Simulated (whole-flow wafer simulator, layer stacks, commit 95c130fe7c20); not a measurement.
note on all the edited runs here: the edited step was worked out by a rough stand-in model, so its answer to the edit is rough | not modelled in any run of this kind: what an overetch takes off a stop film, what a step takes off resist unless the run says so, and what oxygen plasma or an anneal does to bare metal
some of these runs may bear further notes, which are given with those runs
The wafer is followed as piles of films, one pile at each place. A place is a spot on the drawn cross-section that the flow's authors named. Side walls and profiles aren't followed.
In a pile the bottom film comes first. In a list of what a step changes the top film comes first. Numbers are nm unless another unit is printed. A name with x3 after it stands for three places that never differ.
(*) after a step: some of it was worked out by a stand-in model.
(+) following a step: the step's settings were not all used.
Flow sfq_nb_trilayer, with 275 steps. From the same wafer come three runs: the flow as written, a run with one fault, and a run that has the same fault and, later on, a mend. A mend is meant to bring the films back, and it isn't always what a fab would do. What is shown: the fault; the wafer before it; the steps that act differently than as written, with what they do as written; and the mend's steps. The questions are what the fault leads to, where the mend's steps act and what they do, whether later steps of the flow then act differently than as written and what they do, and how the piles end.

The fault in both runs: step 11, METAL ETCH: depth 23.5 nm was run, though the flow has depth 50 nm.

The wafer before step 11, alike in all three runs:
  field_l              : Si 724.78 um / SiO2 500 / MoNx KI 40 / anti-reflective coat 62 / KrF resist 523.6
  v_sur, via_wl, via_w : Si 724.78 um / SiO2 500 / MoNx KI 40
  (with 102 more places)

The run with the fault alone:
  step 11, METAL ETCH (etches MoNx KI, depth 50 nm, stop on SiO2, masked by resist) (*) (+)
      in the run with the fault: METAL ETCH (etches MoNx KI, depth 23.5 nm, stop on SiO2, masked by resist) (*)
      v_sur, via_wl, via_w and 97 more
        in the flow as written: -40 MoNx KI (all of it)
        in the run with the fault: -23.5 MoNx KI
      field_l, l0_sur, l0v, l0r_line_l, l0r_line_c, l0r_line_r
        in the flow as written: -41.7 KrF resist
        in the run with the fault: -19.6 KrF resist
  Steps further on in the flow that do not act as written (8 more steps, not shown, differ only slightly: by at most 2% or 0.5 nm, whichever is larger):
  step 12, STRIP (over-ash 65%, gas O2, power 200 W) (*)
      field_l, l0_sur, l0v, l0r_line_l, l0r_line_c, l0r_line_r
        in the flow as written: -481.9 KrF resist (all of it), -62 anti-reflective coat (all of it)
        in the run with the fault: -504 KrF resist (all of it), -62 anti-reflective coat (all of it)
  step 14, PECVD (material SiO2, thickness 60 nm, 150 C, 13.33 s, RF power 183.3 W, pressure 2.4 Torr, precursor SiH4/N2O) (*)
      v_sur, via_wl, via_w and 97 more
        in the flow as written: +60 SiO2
        in the run with the fault: +60 SiO2 (new film)
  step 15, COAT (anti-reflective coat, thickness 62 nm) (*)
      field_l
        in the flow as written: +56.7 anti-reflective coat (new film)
        in the run with the fault: +58.7 anti-reflective coat (new film)
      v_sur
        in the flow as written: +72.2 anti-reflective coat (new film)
        in the run with the fault: +68.1 anti-reflective coat (new film)
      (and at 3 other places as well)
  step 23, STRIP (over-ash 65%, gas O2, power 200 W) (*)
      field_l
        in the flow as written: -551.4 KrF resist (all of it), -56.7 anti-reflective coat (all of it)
        in the run with the fault: -554.9 KrF resist (all of it), -58.7 anti-reflective coat (all of it)
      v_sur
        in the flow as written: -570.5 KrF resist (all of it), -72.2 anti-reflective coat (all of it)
        in the run with the fault: -565.8 KrF resist (all of it), -68.1 anti-reflective coat (all of it)
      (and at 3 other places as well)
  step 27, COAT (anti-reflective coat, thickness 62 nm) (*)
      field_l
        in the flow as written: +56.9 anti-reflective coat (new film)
        in the run with the fault: +58.8 anti-reflective coat (new film)
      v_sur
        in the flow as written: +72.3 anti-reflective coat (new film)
        in the run with the fault: +68 anti-reflective coat (new film)
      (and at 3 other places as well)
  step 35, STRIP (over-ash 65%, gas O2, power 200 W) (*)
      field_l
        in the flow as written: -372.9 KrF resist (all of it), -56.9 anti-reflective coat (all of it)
        in the run with the fault: -376.8 KrF resist (all of it), -58.8 anti-reflective coat (all of it)
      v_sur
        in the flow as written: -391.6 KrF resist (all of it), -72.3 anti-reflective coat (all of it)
        in the run with the fault: -387.7 KrF resist (all of it), -68 anti-reflective coat (all of it)
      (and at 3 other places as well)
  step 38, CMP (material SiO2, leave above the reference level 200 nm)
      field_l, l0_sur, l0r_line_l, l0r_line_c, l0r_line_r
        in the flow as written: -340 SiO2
        in the run with the fault: -323.5 SiO2
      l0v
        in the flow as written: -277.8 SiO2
        in the run with the fault: -261.3 SiO2
  By the end, the piles at v_sur, via_wl, via_w and 97 more depart from the flow's by more than 2% or 0.5 nm, whichever is larger.
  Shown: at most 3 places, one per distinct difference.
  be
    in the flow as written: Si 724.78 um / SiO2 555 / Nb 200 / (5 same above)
    in the run with the fault: Si 724.78 um / SiO2 500 / MoNx KI 16.5 / SiO2 55 / Nb 200 / (5 same above)
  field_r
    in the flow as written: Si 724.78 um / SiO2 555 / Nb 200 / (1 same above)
    in the run with the fault: Si 724.78 um / SiO2 500 / MoNx KI 16.5 / SiO2 55 / Nb 200 / (1 same above)
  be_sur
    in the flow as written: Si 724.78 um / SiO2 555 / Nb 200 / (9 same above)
    in the run with the fault: Si 724.78 um / SiO2 500 / MoNx KI 16.5 / SiO2 55 / Nb 200 / (9 same above)

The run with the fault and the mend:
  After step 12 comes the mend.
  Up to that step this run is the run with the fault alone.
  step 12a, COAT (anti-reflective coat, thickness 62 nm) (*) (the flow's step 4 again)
      p4_fl x3, p4_w1 x9, p4_g1 x2 and 59 more
        +62 anti-reflective coat (new film)
      be, be_sur, gap and 10 more
        +63 anti-reflective coat (new film)
      via_v, wire, field_r, lsp_l, ln_m5
        +63.1 anti-reflective coat (new film)
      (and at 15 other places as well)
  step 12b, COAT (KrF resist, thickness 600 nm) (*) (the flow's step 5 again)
      p4_fl x3, p4_w1 x9, p4_g1 x2 and 59 more
        +600 KrF resist (new film)
      jj_sur, ce_l, c5j, ce_r, sp_r, be_r, r_sur
        +603.9 KrF resist (new film)
      be_sur, gap, res, r_end
        +604 KrF resist (new film)
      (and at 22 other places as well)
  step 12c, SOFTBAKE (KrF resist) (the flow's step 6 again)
      leaves every film unchanged at each place that is followed
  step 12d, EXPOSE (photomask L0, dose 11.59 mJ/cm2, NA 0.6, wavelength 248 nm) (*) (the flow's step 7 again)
      leaves every film unchanged at each place that is followed
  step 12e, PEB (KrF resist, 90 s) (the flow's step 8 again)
      p4_fl x3, p4_w1 x9, p4_g1 x2 and 62 more
        -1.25 KrF resist
      via_wr, via_sp, via_v and 18 more
        -1.26 KrF resist
      v_sur, via_wl, via_w, ln_m6, lsp_r, l0r_space_c
        -1.27 KrF resist
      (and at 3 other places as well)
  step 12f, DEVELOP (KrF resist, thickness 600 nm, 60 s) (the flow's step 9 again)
      p4_fl x3, p4_w1 x9, p4_g1 x2 and 59 more
        -598.7 KrF resist (all of it)
      gap, jj_sur, ce_l and 6 more
        -602.7 KrF resist (all of it)
      field_l, l0_sur, l0v, l0r_line_l, l0r_line_c, l0r_line_r
        -23.5 KrF resist
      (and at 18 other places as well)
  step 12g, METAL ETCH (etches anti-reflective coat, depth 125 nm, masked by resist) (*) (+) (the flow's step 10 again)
      p4_fl x3, p4_w1 x9, p4_g1 x2 and 59 more
        -62 anti-reflective coat (all of it)
      be, be_sur, gap and 10 more
        -63 anti-reflective coat (all of it)
      field_l, l0_sur, l0v, l0r_line_l, l0r_line_c, l0r_line_r
        -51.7 KrF resist
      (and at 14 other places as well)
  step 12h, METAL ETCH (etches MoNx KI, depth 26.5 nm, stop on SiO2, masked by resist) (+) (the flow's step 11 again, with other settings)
      v_sur, via_wl, via_w and 97 more
        -16.5 MoNx KI (all of it)
      field_l, l0_sur, l0v, l0r_line_l, l0r_line_c, l0r_line_r
        -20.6 KrF resist
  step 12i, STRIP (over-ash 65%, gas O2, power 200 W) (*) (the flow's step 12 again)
      l0r_line_l, l0r_line_c, l0r_line_r
        -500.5 KrF resist (all of it), -60 anti-reflective coat (all of it)
      field_l
        -497.5 KrF resist (all of it), -58.5 anti-reflective coat (all of it)
      l0_sur
        -498.6 KrF resist (all of it), -56.8 anti-reflective coat (all of it)
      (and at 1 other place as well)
  None of the later steps of the flow acts differently than as written at any place that is followed.
  By the end, the piles equal the flow's at every place that both follow.
